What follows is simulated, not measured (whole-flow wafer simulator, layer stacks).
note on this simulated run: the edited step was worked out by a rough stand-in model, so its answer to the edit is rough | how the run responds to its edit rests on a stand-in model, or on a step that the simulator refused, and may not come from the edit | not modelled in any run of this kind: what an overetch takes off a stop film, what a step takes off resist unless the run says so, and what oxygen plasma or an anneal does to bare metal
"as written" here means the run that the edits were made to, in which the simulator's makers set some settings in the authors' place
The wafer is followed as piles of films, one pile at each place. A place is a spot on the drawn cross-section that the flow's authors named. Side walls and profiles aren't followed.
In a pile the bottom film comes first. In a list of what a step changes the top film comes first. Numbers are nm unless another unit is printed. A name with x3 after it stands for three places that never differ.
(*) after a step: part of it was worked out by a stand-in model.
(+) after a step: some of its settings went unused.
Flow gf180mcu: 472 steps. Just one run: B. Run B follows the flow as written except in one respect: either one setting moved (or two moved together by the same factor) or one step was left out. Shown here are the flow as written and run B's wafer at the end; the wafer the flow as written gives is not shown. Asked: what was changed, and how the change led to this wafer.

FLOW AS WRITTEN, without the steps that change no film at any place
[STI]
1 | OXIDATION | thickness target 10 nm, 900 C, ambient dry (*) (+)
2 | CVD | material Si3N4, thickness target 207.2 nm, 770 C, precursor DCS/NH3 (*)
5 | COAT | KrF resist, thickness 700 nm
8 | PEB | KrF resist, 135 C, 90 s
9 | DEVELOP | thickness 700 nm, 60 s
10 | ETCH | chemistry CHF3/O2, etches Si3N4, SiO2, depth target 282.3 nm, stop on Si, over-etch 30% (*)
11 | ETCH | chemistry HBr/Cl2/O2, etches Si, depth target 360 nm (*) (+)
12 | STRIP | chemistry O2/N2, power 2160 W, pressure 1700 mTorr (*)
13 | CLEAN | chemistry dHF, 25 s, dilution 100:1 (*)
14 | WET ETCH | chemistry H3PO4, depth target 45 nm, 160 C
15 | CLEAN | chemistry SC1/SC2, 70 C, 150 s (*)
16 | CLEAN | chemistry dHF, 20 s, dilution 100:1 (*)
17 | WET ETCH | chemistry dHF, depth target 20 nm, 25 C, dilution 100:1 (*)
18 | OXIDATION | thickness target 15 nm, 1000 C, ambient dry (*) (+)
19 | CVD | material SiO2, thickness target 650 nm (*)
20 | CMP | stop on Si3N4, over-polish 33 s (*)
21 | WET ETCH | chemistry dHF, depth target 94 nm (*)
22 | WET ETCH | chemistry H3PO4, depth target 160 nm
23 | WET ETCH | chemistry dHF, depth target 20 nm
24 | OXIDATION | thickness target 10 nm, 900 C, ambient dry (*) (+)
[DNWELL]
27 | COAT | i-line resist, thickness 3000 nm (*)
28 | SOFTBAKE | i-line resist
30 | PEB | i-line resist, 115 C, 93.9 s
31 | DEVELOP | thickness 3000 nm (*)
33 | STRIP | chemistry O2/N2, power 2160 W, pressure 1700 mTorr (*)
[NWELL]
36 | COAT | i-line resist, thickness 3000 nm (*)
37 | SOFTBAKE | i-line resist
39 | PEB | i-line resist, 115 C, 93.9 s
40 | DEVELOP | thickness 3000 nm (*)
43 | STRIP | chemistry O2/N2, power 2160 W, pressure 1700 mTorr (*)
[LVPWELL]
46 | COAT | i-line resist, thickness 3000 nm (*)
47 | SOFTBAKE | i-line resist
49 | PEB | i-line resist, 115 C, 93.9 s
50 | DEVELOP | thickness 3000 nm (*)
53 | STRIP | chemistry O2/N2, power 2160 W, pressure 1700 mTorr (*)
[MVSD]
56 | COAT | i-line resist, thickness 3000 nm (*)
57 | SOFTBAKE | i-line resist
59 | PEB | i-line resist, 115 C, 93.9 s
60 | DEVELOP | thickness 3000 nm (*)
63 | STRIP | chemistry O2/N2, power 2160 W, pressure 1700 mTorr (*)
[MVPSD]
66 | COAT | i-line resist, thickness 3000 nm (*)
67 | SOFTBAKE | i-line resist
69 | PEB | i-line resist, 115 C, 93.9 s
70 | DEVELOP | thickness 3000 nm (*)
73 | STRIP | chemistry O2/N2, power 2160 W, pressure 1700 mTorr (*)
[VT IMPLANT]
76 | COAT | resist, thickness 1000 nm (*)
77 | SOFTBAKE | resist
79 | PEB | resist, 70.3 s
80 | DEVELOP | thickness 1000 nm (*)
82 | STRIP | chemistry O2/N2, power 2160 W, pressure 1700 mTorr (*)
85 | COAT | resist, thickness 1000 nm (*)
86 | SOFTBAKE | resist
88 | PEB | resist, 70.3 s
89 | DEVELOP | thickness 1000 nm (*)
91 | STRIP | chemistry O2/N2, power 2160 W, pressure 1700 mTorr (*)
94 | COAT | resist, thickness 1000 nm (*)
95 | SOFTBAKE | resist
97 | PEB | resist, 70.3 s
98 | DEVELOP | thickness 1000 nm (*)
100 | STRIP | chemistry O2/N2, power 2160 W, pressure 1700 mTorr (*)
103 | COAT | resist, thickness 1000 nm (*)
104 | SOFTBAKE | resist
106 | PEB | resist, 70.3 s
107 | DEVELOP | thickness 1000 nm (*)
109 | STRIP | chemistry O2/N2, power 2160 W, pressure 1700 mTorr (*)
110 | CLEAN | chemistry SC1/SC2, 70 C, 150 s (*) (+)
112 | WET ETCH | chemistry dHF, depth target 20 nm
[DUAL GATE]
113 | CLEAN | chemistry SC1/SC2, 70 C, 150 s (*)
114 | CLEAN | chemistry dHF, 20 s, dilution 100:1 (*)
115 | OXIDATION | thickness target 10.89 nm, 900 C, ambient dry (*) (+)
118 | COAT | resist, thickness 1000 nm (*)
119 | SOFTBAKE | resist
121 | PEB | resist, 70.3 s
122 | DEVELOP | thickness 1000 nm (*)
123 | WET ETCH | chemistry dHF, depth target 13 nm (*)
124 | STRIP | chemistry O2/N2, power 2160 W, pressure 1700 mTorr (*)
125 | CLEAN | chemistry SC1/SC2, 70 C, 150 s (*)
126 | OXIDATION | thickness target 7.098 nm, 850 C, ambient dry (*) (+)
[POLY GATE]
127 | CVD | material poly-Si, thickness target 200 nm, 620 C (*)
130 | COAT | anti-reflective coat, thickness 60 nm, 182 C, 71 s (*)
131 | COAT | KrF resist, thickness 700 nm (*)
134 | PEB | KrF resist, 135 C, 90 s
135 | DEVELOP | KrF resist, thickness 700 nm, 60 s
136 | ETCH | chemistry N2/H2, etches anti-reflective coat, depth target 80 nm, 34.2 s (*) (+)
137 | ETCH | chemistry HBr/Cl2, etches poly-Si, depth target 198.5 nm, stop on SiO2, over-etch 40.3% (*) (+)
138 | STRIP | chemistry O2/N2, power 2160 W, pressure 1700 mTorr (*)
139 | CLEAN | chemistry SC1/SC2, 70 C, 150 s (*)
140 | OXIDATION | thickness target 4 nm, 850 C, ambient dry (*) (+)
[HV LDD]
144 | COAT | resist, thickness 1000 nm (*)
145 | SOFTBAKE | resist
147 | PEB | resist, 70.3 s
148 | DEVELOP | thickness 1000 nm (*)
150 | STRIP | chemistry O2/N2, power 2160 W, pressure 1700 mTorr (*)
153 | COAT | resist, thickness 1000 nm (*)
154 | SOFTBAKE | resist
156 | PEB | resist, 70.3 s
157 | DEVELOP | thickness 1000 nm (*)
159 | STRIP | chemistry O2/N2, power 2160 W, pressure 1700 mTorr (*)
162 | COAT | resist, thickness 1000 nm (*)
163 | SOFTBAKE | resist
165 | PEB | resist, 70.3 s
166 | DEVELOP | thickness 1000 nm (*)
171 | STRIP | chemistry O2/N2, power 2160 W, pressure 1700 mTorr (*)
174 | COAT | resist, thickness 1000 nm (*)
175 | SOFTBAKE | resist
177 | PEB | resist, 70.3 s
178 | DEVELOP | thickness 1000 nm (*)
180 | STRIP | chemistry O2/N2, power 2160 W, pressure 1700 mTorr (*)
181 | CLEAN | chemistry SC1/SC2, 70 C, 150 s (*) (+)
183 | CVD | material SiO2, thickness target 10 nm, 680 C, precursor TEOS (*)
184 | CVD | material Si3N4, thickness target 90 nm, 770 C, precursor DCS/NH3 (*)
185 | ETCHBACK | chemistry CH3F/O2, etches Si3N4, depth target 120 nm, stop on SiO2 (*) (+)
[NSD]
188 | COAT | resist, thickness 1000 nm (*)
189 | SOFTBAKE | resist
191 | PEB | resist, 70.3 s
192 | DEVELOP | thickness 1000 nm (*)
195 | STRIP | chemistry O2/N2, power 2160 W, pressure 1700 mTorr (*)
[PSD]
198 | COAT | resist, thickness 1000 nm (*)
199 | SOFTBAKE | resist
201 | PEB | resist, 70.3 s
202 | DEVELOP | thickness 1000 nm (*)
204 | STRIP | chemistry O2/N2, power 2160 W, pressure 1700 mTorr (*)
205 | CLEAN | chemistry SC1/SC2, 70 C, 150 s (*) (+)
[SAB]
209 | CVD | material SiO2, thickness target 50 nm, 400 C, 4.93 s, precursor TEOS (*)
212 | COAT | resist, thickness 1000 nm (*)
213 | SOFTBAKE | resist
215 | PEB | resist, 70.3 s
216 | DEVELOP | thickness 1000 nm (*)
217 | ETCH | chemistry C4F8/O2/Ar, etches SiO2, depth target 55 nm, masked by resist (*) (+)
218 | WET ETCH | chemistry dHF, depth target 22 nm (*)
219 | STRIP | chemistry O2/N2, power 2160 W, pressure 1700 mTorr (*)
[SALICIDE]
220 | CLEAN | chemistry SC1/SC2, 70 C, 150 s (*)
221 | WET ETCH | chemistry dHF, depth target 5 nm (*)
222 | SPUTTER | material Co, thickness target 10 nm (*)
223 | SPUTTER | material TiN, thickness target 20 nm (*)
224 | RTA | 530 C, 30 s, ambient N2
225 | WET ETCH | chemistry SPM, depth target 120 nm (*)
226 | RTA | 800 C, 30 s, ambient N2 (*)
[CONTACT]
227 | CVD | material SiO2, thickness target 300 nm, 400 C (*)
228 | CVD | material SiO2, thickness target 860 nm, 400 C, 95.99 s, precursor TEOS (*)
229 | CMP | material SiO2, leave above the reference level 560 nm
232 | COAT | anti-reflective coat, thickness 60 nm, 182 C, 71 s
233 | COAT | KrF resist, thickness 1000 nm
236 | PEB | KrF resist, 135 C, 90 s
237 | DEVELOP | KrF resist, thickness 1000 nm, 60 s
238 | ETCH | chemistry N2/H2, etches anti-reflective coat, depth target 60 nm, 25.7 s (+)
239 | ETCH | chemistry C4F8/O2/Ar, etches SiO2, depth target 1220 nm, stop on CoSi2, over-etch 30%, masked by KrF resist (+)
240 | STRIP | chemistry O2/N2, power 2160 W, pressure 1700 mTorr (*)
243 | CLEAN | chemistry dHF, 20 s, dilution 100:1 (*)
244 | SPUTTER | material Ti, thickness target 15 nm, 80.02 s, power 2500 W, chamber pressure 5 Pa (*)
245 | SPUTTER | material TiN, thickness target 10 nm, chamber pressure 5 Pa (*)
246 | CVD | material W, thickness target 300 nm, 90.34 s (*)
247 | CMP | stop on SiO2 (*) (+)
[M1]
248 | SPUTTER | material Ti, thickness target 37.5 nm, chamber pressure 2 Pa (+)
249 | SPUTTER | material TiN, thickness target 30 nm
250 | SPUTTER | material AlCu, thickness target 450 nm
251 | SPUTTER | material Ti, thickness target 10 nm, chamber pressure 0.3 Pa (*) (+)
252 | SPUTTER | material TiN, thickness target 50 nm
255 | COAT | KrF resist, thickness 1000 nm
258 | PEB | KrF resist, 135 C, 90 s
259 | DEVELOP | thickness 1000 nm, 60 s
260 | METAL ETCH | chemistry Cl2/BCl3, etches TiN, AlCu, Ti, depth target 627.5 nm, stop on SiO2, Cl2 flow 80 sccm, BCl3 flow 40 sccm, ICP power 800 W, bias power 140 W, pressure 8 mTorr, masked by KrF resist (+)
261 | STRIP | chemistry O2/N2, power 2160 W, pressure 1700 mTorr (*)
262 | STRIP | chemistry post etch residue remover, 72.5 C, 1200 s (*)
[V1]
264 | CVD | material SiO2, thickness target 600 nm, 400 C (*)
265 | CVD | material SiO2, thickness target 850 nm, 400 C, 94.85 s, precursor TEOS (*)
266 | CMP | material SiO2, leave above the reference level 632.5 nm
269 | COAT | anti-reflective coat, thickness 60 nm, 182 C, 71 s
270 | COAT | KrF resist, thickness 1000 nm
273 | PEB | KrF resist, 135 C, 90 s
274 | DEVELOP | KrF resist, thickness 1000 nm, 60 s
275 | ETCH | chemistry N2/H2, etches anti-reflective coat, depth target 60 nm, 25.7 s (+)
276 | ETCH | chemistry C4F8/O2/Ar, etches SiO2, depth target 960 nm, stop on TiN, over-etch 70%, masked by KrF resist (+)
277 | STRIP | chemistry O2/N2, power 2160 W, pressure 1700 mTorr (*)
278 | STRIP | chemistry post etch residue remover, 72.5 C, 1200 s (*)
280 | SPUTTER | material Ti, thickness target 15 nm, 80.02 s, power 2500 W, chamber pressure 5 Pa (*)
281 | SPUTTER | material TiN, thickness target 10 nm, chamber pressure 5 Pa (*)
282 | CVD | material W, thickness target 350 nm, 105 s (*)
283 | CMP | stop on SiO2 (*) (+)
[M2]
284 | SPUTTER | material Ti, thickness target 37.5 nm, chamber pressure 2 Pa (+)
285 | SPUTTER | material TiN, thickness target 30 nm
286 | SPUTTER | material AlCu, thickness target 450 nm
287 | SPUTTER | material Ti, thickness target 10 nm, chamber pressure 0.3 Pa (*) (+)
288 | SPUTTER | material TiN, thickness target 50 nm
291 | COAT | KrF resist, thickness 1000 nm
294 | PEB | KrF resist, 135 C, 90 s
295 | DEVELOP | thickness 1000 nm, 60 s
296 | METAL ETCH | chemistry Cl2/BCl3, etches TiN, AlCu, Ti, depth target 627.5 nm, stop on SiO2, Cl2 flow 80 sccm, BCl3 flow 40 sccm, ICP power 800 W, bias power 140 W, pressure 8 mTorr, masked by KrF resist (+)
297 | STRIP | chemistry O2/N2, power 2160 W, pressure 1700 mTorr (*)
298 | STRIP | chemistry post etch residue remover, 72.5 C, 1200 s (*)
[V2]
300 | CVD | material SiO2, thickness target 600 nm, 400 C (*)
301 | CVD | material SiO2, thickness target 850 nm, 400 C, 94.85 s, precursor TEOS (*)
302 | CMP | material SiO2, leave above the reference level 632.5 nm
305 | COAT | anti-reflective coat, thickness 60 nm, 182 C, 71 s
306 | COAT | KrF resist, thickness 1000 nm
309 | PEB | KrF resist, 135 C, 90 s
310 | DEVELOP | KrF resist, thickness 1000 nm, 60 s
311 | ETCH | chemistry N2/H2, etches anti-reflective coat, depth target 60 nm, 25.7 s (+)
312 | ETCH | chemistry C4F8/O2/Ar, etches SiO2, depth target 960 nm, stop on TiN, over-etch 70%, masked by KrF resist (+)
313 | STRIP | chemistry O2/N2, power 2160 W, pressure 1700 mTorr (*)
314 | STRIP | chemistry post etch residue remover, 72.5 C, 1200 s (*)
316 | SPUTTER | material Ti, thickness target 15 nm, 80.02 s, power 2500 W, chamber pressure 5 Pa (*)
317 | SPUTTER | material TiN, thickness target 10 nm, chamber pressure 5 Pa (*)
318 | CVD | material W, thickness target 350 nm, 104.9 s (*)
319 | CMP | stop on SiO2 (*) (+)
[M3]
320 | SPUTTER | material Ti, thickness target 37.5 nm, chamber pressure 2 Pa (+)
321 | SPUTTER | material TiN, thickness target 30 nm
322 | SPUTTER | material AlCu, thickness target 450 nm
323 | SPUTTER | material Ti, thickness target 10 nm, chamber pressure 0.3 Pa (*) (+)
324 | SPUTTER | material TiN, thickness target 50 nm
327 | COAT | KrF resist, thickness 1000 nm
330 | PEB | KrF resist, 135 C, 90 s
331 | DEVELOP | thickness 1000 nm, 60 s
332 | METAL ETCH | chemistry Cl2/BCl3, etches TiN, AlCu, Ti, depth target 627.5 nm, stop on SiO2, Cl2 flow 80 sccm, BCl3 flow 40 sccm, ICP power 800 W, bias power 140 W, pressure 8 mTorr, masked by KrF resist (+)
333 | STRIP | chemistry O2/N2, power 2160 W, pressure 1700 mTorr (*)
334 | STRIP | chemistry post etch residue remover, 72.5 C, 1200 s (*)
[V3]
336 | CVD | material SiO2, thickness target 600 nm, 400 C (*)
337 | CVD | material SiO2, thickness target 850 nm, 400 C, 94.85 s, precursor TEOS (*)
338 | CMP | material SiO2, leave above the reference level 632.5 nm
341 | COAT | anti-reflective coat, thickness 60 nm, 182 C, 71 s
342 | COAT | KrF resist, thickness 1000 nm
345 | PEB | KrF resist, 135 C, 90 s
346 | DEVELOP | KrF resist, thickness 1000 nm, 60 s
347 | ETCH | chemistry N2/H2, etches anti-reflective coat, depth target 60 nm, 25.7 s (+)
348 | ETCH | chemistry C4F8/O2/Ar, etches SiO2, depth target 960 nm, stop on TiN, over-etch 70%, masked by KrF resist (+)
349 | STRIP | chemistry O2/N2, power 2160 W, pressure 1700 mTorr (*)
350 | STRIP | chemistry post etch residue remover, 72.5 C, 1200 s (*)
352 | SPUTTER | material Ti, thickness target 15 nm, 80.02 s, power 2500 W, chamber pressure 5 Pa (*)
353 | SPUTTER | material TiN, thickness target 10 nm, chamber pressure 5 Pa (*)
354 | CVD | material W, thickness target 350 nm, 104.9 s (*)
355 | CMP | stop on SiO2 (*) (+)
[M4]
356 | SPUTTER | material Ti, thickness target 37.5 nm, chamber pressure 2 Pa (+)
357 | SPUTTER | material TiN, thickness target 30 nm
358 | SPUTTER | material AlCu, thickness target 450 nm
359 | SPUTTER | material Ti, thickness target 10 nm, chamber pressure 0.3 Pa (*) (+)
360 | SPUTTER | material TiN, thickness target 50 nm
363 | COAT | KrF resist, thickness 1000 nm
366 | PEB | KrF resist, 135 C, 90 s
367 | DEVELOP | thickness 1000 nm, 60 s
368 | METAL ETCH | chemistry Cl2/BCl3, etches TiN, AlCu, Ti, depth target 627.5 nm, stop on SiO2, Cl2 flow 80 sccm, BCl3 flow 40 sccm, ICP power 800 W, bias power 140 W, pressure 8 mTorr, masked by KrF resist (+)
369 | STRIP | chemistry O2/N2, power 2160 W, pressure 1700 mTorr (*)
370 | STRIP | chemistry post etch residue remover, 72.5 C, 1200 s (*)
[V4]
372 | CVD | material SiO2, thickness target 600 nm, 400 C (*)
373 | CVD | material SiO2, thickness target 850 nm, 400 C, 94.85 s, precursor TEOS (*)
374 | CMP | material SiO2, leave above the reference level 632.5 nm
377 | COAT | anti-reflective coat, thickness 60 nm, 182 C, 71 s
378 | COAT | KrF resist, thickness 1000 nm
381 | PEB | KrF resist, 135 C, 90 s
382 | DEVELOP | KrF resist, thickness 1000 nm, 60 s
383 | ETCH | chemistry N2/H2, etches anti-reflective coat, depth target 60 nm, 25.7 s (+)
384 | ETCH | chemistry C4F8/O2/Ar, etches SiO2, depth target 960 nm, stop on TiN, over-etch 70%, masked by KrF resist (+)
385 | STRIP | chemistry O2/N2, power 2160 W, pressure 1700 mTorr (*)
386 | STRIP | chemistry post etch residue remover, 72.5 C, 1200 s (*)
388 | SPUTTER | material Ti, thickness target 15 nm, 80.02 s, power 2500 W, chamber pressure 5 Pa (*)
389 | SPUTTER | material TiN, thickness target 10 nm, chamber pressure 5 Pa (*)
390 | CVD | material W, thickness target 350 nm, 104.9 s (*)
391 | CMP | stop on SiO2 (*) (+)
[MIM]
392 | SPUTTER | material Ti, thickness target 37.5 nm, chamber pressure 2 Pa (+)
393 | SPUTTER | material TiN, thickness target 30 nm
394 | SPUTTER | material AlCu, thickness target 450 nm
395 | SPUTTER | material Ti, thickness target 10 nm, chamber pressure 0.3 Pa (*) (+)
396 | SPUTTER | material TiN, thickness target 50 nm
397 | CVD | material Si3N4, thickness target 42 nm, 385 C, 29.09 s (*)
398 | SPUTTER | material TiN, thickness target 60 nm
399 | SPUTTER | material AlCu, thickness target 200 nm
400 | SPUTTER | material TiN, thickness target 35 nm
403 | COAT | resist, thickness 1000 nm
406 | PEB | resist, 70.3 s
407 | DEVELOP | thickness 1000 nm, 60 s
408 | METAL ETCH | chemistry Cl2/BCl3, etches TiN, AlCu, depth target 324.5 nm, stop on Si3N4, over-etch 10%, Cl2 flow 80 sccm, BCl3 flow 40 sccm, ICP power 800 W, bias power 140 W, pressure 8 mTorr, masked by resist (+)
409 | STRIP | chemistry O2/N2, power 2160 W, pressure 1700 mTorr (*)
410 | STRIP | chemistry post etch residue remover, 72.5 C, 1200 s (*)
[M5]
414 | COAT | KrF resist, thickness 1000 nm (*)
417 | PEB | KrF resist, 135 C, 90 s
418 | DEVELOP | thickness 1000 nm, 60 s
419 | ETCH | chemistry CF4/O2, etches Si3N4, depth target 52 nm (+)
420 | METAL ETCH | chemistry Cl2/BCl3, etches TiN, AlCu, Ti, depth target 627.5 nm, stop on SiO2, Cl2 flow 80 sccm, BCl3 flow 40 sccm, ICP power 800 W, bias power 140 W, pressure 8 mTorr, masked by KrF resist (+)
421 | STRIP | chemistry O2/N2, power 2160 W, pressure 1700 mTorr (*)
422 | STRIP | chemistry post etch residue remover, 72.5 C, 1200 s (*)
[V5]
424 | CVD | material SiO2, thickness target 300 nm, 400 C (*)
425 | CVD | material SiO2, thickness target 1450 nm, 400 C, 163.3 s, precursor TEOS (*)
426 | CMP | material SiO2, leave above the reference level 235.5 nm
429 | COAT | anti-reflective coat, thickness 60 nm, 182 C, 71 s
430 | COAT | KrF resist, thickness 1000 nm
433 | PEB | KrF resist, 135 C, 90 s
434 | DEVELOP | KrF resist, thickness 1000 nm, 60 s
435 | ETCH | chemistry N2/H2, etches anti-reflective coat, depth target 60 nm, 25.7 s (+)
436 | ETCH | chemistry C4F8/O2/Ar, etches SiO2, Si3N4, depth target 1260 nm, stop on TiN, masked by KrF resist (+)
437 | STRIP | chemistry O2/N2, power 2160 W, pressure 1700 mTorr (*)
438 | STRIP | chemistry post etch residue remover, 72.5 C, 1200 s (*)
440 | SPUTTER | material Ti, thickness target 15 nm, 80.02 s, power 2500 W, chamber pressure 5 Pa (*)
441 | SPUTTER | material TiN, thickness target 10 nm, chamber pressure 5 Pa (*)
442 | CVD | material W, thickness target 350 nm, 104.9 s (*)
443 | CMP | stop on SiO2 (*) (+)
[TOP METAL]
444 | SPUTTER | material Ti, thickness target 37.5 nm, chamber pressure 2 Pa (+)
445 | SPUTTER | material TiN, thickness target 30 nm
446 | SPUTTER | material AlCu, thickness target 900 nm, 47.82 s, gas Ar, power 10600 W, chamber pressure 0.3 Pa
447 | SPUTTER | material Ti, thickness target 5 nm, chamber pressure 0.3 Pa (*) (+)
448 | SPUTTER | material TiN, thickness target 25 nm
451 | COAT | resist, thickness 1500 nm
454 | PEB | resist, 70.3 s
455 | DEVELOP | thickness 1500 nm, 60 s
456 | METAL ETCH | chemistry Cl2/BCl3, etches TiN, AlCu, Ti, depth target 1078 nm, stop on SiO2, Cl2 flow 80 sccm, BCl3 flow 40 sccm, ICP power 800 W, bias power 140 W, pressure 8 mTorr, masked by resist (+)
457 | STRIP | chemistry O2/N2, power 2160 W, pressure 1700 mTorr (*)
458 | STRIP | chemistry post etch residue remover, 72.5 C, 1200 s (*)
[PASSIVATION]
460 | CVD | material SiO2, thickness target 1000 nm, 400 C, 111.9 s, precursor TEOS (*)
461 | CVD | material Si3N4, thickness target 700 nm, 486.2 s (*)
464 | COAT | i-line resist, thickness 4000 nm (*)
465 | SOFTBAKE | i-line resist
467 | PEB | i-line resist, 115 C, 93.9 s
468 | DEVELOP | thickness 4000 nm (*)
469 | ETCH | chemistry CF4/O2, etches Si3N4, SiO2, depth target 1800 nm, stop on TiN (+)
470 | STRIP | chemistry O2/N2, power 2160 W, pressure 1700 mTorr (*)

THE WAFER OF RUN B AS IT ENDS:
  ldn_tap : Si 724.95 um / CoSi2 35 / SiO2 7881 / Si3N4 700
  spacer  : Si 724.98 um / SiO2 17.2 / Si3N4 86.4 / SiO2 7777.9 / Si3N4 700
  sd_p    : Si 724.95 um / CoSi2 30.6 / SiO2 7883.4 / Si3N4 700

Cause: step 209, CVD: thickness target 73.8 nm was run, whereas the flow has thickness target 50 nm; step 209, CVD: 7.272 s was run, where the flow has 4.93 s.

The path from the change to this, step by step:
  209 | CVD | material SiO2, thickness target 50 nm, 400 C, 4.93 s, precursor TEOS (*)
      field, field__w7, field__w8 and 73 more: SiO2 gains 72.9 (it would be, as written: SiO2 gains 50)
      field_sub__w1, field_sub__w3, field_sub__w4, field_sub__w5, ld_drift_n: SiO2 gains 71.3 (it would be, as written: SiO2 gains 48.9)
      (as well as at 28 more places)
  217 | ETCH | chemistry C4F8/O2/Ar, etches SiO2, depth target 55 nm, masked by resist (*) (+)
      spacer: SiO2 loses 55 (it would be, as written: SiO2 loses 50 (all of it), Si3N4 loses 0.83)
  218 | WET ETCH | chemistry dHF, depth target 22 nm (*)
      ldn_tap, ldn_src, ldn_drn, ldp_tap, ldp_src, ldp_drn, ldp_gr: SiO2 loses 37.1 (it would be, as written: SiO2 loses 16 (all of it))
      ld_drn_n, ld_sd_p: SiO2 loses 35.8 (it would be, as written: SiO2 loses 14.8 (all of it))
      (as well as at 91 more places)
  219 | STRIP | chemistry O2/N2, power 2160 W, pressure 1700 mTorr (*)
      active_hv, active_nat, ld_sd_n and 10 more: nothing (it would be, as written: chemical SiO2 gains 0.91 (new film), Si loses 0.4)
  221 | WET ETCH | chemistry dHF, depth target 5 nm (*)
      ldn_tap, ldn_src, ldn_drn, ldp_tap, ldp_src, ldp_drn, ldp_gr: SiO2 loses 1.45 (all of it) (it would be, as written: chemical SiO2 loses 0.76 (all of it))
      ld_drn_n, ld_sd_p: SiO2 loses 1.02 (all of it) (it would be, as written: chemical SiO2 loses 0.76 (all of it))
      (as well as at 4 more places)
  223 | SPUTTER | material TiN, thickness target 20 nm (*)
      field__w12: TiN gains 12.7 (new film) (it would be, as written: TiN gains 12 (new film))
      sd_p: TiN gains 17.2 (new film) (it would be, as written: TiN gains 17.9 (new film))
      (as well as at 1 more place)
  224 | RTA | 530 C, 30 s, ambient N2
      sd_p: under 1 film: CoSi gains 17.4 (new film), Co loses 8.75 (all of it), Si loses 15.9 (it would be, as written: under 1 film: CoSi gains 18.1 (new film), Co loses 9.09 (all of it), Si loses 16.5)
  225 | WET ETCH | chemistry SPM, depth target 120 nm (*)
      field__w12: TiN loses 12.7 (all of it), Co loses 6.44 (all of it) (it would be, as written: TiN loses 12 (all of it), Co loses 6.15 (all of it))
      sd_p: TiN loses 17.2 (all of it) (it would be, as written: TiN loses 17.9 (all of it))
      (as well as at 1 more place)
  226 | RTA | 800 C, 30 s, ambient N2 (*)
      sd_p: CoSi2 gains 30.6 (new film), CoSi loses 17.4 (all of it), Si loses 15.9 (it would be, as written: CoSi2 gains 31.8 (new film), CoSi loses 18.1 (all of it), Si loses 16.5)
  229 | CMP | material SiO2, leave above the reference level 560 nm
      ldn_sep__w1, ldn_sep__w2, ldn_dft and 8 more: SiO2 loses 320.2 (it would be, as written: SiO2 loses 311)
      sti, mim_1p0, pad, dice_street, iso_nw_fld, iso_fld_sub: SiO2 loses 306 (it would be, as written: SiO2 loses 296.8)
      (as well as at 43 more places)
